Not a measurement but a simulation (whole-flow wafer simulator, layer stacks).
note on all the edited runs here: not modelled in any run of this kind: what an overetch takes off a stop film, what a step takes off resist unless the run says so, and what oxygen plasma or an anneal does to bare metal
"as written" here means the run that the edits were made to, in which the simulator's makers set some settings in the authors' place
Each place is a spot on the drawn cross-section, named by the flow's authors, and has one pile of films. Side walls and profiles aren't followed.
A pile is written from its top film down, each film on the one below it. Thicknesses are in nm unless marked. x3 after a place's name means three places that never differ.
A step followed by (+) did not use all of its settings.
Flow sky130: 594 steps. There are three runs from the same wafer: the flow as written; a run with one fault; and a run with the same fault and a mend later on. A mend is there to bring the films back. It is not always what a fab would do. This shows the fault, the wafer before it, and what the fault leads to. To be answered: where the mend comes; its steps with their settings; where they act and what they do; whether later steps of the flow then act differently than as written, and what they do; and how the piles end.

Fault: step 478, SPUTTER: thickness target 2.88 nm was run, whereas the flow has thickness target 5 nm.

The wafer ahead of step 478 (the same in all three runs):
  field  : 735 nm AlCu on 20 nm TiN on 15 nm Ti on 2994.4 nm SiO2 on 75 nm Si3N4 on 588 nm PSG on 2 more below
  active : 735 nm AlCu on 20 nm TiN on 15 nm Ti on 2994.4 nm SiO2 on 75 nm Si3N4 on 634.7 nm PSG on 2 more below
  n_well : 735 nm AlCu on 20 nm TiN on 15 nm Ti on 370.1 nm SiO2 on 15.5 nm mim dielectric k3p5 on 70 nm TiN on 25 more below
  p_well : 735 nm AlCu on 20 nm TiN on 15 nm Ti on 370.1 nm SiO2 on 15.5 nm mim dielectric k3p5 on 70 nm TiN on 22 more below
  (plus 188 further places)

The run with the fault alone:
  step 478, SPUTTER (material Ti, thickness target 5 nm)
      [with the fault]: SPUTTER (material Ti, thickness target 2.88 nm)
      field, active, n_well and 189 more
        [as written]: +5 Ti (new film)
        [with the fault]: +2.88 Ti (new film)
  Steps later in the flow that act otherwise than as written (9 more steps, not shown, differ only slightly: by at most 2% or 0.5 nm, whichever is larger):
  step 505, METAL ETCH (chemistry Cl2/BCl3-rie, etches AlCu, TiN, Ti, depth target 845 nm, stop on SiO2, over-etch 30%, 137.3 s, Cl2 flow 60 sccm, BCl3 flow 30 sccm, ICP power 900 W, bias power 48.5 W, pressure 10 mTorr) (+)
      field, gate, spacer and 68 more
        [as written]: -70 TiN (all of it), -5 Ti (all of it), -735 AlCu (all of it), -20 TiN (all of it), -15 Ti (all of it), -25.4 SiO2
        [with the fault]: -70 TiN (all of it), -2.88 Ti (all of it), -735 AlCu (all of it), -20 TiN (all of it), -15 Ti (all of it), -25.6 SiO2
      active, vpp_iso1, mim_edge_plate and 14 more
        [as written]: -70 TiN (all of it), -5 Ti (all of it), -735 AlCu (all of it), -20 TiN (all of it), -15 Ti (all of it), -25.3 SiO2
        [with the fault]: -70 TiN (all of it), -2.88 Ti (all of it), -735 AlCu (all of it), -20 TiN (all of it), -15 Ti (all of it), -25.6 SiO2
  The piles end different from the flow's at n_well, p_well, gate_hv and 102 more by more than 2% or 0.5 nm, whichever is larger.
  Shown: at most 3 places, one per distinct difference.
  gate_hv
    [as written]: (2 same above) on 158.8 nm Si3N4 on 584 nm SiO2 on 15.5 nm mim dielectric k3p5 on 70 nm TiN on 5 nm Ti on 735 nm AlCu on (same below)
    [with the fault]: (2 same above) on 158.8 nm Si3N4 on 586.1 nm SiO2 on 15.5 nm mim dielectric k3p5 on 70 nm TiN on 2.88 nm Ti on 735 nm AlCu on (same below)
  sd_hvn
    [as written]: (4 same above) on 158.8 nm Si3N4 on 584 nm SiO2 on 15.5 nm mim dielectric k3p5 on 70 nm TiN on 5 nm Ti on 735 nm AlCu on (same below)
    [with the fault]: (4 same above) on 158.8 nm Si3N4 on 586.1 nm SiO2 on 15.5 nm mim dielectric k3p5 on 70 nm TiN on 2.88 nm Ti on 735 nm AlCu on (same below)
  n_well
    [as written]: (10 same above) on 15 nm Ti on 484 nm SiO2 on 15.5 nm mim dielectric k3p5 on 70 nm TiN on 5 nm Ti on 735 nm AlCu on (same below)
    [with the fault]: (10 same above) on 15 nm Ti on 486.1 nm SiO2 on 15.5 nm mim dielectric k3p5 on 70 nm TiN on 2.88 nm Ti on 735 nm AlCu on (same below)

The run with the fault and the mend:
  The mend stands after step 478.
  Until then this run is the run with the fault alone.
  step 478a, SPUTTER (material Ti, thickness target 2.12 nm) (the flow's step 478, run once more with other settings)
      field, active, n_well and 189 more
        +2.12 Ti
  None of the later steps of the flow acts differently than as written at any place that is followed.
  The piles end the same as the flow's at every place that both follow.
